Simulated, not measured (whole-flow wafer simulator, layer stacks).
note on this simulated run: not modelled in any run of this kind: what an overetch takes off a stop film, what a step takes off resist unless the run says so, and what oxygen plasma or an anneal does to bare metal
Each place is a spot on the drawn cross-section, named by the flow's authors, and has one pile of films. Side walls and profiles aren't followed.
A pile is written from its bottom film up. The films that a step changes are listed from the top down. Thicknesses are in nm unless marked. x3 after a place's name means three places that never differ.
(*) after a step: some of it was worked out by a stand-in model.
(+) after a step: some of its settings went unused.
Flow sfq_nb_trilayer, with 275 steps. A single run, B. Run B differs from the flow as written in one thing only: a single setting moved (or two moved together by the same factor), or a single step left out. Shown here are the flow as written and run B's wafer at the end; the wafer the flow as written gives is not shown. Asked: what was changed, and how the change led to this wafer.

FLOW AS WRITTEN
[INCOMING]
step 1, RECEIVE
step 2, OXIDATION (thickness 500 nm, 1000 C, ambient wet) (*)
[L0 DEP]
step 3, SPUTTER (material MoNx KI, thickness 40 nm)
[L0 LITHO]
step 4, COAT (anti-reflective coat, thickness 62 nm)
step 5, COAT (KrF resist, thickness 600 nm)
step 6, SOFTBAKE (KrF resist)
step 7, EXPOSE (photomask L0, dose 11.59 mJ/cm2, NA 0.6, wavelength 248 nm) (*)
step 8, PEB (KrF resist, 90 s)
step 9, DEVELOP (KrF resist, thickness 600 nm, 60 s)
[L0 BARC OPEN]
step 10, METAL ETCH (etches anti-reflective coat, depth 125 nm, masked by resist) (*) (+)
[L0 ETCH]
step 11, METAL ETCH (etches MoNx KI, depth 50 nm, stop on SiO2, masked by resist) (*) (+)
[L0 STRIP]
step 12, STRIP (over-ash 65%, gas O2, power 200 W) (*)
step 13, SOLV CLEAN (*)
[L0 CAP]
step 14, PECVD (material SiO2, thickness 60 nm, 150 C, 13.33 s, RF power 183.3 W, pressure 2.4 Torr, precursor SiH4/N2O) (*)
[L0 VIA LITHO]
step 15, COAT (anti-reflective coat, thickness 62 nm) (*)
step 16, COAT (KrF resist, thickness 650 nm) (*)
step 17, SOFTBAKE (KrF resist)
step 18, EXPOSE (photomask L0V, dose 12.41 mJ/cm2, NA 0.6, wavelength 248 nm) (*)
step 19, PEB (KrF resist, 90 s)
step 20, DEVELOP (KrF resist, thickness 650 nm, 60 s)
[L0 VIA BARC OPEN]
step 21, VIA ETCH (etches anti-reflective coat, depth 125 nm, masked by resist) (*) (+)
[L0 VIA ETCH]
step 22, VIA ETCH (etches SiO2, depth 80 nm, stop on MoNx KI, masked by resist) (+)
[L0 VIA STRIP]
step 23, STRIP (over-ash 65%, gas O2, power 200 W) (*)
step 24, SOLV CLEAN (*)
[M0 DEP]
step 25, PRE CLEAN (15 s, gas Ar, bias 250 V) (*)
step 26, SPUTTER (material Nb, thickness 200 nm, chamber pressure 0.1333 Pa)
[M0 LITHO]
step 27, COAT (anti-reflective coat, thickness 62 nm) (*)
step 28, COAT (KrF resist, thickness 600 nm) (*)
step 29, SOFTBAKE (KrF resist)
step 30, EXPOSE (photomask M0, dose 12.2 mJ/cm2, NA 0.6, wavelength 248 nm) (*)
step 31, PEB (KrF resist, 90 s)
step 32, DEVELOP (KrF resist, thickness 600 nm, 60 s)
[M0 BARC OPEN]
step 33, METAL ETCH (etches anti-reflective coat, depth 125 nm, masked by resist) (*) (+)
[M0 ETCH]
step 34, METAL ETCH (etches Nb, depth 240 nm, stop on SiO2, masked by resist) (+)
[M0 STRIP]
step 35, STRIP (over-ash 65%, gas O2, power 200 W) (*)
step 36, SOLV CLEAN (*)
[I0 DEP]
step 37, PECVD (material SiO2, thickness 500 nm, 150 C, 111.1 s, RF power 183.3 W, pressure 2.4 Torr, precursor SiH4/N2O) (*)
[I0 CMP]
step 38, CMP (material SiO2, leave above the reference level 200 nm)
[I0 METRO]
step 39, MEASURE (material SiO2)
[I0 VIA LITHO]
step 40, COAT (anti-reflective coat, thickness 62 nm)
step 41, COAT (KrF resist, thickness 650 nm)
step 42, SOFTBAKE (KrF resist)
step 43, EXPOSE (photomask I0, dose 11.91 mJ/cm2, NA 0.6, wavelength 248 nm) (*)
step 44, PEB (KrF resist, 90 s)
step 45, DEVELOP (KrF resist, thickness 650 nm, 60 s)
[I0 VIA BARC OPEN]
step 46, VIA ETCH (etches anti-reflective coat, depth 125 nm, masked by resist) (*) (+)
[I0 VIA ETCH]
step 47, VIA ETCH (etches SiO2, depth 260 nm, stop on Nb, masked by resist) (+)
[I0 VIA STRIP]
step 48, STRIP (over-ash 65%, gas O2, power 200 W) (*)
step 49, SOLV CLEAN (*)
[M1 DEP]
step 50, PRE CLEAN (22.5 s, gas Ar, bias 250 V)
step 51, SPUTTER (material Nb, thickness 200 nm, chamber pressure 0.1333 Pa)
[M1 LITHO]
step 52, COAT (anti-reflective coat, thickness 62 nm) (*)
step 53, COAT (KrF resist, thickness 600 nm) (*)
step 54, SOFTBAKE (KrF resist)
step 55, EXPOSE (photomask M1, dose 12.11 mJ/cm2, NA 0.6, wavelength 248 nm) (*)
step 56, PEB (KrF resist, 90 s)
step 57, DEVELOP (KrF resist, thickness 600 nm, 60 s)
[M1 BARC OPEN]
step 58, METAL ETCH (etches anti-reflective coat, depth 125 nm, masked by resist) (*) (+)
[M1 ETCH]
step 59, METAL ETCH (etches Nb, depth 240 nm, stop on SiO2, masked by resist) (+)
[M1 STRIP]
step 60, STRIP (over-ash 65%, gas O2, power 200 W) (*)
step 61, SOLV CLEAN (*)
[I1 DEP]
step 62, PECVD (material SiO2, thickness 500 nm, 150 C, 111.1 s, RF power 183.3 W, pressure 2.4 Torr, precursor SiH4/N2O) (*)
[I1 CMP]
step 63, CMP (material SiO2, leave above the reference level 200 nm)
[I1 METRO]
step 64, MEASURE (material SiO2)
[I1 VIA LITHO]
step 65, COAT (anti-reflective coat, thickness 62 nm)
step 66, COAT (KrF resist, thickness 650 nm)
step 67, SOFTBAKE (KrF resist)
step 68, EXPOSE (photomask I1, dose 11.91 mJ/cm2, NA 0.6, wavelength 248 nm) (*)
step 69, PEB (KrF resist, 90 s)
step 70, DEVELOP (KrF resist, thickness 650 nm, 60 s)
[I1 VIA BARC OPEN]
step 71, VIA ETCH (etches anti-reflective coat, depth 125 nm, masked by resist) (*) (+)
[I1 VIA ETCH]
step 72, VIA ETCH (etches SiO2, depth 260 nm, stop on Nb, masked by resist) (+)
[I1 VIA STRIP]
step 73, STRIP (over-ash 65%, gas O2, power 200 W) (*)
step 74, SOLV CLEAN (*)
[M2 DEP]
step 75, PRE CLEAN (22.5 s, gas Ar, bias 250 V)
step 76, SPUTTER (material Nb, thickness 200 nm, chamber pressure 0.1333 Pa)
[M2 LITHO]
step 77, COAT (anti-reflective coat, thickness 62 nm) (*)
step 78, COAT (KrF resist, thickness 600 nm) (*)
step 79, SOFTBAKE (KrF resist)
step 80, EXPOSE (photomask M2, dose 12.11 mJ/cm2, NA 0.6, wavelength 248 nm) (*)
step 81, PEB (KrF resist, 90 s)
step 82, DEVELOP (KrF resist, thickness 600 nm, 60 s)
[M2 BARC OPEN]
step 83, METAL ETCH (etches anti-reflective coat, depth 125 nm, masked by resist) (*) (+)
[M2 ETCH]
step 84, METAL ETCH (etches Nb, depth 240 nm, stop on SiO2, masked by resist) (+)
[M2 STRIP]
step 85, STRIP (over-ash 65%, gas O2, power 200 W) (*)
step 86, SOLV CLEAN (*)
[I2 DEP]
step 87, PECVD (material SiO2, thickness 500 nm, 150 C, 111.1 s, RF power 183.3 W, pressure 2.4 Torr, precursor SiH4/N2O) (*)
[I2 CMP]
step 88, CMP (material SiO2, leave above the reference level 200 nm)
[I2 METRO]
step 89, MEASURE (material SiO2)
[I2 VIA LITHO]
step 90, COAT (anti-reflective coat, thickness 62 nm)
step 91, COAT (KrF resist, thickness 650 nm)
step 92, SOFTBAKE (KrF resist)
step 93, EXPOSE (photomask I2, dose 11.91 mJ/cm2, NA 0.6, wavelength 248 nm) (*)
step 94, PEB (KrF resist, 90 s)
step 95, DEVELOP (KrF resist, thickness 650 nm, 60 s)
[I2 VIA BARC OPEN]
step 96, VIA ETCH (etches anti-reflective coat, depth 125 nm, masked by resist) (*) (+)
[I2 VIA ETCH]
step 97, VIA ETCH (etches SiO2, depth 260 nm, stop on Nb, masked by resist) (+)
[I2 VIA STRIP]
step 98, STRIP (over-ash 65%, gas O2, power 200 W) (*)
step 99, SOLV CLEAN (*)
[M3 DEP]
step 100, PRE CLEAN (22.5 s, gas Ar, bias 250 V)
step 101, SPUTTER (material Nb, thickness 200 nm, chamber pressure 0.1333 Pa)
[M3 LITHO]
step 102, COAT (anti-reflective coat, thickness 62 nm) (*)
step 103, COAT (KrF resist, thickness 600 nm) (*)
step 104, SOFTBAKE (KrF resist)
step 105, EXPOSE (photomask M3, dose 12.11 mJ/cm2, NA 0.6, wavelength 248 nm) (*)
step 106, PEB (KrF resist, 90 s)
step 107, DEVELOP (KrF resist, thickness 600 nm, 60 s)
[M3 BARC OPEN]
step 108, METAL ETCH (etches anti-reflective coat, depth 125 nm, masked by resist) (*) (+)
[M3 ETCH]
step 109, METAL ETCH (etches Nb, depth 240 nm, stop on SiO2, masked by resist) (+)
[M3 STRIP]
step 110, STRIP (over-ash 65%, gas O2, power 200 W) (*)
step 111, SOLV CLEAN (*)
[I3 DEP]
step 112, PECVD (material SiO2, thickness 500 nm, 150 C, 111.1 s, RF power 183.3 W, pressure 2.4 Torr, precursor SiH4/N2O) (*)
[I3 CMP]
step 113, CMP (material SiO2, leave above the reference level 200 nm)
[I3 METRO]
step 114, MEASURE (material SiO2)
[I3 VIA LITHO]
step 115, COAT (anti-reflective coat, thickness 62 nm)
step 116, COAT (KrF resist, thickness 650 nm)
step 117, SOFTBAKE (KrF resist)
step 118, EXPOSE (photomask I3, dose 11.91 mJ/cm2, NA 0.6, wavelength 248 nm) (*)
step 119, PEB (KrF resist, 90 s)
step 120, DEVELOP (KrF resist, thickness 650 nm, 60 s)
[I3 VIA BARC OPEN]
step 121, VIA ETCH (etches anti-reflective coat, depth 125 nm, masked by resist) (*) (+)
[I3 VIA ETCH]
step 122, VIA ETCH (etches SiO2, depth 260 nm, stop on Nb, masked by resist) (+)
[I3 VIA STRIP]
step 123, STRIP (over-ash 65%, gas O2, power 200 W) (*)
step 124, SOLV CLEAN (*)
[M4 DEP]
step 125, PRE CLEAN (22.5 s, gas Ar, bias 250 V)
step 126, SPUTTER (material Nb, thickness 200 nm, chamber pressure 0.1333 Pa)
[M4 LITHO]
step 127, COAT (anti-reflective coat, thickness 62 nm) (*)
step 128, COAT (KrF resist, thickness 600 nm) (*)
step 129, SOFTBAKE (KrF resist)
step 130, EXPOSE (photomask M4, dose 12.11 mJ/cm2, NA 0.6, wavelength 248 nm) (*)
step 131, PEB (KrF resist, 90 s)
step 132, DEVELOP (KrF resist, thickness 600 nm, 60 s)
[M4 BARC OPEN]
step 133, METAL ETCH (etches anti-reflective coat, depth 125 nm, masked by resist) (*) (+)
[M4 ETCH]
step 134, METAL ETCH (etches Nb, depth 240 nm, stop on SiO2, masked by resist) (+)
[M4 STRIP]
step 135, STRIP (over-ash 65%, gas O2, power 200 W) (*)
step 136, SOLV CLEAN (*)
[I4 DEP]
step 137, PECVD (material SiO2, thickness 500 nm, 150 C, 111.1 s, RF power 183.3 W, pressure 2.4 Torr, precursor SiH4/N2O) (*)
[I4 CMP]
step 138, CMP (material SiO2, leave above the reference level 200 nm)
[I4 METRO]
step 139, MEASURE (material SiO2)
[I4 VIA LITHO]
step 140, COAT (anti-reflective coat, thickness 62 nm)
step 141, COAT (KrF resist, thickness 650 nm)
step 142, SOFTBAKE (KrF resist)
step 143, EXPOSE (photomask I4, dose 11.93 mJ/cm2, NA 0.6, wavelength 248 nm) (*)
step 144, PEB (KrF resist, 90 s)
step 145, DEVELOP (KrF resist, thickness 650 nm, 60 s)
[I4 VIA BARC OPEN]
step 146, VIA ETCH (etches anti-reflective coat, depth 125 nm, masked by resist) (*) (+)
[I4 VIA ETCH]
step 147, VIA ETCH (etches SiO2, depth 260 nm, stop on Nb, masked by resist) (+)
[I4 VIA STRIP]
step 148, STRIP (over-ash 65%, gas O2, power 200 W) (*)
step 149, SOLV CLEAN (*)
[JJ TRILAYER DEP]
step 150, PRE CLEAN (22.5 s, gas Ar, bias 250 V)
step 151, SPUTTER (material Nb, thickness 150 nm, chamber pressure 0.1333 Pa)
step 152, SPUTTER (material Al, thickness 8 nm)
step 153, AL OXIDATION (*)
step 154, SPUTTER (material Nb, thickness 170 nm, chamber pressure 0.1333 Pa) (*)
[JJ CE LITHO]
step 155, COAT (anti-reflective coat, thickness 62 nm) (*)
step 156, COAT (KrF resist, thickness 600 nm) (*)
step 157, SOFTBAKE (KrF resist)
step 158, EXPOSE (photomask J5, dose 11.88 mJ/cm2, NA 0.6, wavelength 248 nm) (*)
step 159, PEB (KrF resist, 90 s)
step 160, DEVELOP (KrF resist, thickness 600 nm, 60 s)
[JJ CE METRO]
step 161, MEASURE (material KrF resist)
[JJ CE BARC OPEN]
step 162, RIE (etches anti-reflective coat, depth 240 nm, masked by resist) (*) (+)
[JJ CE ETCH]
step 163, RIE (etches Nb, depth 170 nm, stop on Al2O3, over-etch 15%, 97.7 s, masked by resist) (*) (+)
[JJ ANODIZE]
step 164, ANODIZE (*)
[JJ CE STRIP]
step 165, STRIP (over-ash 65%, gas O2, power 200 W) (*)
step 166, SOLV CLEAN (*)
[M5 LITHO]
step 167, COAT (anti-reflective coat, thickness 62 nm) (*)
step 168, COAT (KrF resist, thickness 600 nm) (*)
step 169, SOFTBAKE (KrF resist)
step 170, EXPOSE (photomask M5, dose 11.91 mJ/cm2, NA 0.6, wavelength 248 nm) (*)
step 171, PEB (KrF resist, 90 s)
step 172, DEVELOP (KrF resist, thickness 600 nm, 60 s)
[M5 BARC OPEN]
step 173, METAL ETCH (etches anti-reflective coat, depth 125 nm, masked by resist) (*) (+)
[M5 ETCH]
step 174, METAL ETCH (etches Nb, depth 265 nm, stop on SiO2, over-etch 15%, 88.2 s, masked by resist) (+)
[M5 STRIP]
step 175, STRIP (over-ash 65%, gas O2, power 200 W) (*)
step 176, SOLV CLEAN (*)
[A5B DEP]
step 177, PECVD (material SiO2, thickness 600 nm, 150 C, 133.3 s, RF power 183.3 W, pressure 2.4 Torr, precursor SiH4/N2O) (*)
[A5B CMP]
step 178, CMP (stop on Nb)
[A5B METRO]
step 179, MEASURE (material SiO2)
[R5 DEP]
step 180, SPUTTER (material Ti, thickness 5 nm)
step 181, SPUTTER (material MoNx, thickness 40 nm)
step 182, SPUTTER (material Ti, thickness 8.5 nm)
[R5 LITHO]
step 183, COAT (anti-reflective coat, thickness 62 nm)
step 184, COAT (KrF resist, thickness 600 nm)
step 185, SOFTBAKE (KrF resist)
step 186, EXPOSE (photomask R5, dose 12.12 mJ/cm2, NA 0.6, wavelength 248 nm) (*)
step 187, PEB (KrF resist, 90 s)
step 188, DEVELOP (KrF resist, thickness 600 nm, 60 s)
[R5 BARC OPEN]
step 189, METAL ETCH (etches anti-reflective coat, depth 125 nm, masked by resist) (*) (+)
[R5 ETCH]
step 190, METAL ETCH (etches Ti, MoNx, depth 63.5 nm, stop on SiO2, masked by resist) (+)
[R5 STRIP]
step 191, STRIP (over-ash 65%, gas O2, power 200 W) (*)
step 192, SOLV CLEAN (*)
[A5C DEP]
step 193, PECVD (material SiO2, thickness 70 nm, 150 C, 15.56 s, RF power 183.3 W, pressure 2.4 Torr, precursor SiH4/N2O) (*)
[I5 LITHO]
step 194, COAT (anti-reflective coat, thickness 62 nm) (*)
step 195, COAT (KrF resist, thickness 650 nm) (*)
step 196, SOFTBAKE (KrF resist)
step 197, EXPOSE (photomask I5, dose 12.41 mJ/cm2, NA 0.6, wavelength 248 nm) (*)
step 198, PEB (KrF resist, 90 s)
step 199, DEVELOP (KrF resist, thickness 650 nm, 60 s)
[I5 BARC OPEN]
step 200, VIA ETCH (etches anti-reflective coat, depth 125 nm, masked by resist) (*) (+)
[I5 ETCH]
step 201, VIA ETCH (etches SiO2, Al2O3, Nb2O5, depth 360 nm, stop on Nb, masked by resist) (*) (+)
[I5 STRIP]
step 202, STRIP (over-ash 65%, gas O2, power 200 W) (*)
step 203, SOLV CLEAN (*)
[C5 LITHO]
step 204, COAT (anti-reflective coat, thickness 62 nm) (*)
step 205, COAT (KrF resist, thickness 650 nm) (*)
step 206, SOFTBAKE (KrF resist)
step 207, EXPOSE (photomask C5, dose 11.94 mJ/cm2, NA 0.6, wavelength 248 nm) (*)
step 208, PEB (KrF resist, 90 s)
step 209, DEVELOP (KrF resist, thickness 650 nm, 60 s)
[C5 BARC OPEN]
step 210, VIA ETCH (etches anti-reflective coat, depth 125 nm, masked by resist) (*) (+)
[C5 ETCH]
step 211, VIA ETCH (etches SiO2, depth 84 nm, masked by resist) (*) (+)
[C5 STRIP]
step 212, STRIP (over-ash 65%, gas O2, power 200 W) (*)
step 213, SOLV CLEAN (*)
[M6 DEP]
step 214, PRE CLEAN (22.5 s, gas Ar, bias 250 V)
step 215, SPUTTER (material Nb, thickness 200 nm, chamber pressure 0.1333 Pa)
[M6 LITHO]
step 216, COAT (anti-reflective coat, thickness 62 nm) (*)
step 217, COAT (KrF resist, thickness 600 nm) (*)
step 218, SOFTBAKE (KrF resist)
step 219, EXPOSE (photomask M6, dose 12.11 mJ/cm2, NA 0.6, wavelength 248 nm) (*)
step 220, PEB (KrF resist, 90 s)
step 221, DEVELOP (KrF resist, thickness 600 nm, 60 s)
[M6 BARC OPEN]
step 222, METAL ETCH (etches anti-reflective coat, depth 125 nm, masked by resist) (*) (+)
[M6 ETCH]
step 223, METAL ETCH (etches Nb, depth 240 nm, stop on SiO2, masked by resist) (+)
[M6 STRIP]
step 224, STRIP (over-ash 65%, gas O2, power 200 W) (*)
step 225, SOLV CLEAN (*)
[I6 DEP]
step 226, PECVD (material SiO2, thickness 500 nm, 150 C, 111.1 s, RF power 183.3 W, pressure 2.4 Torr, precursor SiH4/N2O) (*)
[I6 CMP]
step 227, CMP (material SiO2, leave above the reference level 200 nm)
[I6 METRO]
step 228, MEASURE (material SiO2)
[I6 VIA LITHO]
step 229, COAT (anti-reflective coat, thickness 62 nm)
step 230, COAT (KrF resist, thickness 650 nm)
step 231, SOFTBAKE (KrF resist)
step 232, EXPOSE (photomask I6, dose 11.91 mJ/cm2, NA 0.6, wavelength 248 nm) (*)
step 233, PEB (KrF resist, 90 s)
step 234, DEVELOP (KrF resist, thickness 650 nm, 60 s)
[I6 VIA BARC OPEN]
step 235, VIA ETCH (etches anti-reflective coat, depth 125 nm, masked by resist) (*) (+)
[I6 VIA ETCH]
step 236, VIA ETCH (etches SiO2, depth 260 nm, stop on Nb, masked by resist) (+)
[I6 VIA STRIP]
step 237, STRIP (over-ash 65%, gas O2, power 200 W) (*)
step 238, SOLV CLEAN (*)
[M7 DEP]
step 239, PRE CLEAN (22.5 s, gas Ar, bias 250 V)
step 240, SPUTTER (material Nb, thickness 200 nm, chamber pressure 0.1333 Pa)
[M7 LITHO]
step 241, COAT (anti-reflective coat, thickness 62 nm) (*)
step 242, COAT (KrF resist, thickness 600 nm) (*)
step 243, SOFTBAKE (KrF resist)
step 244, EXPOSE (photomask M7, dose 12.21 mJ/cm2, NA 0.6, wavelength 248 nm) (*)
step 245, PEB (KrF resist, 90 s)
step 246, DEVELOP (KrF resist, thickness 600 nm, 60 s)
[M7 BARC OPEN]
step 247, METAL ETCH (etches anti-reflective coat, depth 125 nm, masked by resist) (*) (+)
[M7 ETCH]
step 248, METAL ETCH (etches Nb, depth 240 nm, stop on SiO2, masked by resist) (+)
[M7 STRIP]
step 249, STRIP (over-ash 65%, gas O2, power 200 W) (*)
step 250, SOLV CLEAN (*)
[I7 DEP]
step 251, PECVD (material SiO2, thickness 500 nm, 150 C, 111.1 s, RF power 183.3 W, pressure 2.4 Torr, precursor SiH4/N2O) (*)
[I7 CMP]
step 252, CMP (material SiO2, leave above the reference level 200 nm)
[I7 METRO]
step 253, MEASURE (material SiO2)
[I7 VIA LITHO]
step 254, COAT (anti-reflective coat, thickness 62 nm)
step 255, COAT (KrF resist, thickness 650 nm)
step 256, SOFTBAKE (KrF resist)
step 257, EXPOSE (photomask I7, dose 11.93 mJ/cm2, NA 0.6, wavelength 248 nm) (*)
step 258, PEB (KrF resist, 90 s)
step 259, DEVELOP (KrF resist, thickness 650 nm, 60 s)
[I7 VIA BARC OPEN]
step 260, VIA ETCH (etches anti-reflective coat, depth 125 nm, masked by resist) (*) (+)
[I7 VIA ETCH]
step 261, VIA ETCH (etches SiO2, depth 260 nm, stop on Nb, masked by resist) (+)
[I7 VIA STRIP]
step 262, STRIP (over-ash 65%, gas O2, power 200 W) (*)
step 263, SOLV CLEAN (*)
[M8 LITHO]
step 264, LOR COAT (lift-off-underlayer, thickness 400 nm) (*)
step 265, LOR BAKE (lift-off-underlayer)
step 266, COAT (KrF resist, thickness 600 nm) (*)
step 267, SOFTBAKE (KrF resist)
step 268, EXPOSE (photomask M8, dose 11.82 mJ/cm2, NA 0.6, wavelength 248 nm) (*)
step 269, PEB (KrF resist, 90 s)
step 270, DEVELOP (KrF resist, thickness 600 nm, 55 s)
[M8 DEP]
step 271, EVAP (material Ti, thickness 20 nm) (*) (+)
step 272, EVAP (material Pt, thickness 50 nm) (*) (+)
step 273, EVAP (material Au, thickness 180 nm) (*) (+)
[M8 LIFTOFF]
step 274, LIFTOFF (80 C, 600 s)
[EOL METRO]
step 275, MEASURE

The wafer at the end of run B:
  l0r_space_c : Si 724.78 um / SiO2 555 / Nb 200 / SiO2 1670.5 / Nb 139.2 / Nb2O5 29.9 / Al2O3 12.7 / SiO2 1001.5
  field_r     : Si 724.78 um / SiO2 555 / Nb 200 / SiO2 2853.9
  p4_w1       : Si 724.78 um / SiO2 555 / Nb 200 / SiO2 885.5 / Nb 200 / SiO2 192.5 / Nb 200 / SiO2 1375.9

The reason: step 38, CMP: leave above the reference level 108 nm was run, while the flow as written has leave above the reference level 200 nm.

Step by step, how the change led to this:
  step 38, CMP (material SiO2, leave above the reference level 200 nm)
      v_sur, via_wl, via_w and 94 more: SiO2 loses 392 (in the flow as written it would be: SiO2 loses 300)
      field_l, l0_sur, l0r_line_l, l0r_line_c, l0r_line_r: SiO2 loses 432 (in the flow as written it would be: SiO2 loses 340)
      (also at 4 further places)
  step 47, VIA ETCH (etches SiO2, depth 260 nm, stop on Nb, masked by resist) (+)
      field_l, v_sur, via_wl and 102 more: KrF resist loses 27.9 (in the flow as written it would be: KrF resist loses 44.8)
      via_w: SiO2 loses 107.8 (all of it) (in the flow as written it would be: SiO2 loses 199.8 (all of it))
  step 48, STRIP (over-ash 65%, gas O2, power 200 W) (*)
      field_l, v_sur, via_wl and 102 more: KrF resist loses 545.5 (all of it), anti-reflective coat loses 62 (all of it) (in the flow as written it would be: KrF resist loses 528.6 (all of it), anti-reflective coat loses 62 (all of it))
  step 51, SPUTTER (material Nb, thickness 200 nm, chamber pressure 0.1333 Pa)
      via_w: Nb gains 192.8 (in the flow as written it would be: Nb gains 174.5)
  step 52, COAT (anti-reflective coat, thickness 62 nm) (*)
      v_sur: anti-reflective coat gains 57 (new film) (in the flow as written it would be: anti-reflective coat gains 61.1 (new film))
      via_w: anti-reflective coat gains 106.2 (new film) (in the flow as written it would be: anti-reflective coat gains 123.1 (new film))
      (also at 2 further places)
  step 53, COAT (KrF resist, thickness 600 nm) (*)
      via_w: KrF resist gains 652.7 (new film) (in the flow as written it would be: KrF resist gains 731.8 (new film))
  step 60, STRIP (over-ash 65%, gas O2, power 200 W) (*)
      v_sur: KrF resist loses 377 (all of it), anti-reflective coat loses 57 (all of it) (in the flow as written it would be: KrF resist loses 365.9 (all of it), anti-reflective coat loses 61.1 (all of it))
      via_wl: KrF resist loses 396.4 (all of it), anti-reflective coat loses 33.7 (all of it) (in the flow as written it would be: KrF resist loses 385.5 (all of it), anti-reflective coat loses 33.8 (all of it))
      (also at 3 further places)
  step 62, PECVD (material SiO2, thickness 500 nm, 150 C, 111.1 s, RF power 183.3 W, pressure 2.4 Torr, precursor SiH4/N2O) (*)
      via_w: SiO2 gains 500 (new film) (in the flow as written it would be: SiO2 gains 606 (new film))
  step 63, CMP (material SiO2, leave above the reference level 200 nm)
      via_w: SiO2 loses 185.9 (in the flow as written it would be: SiO2 loses 181.6)
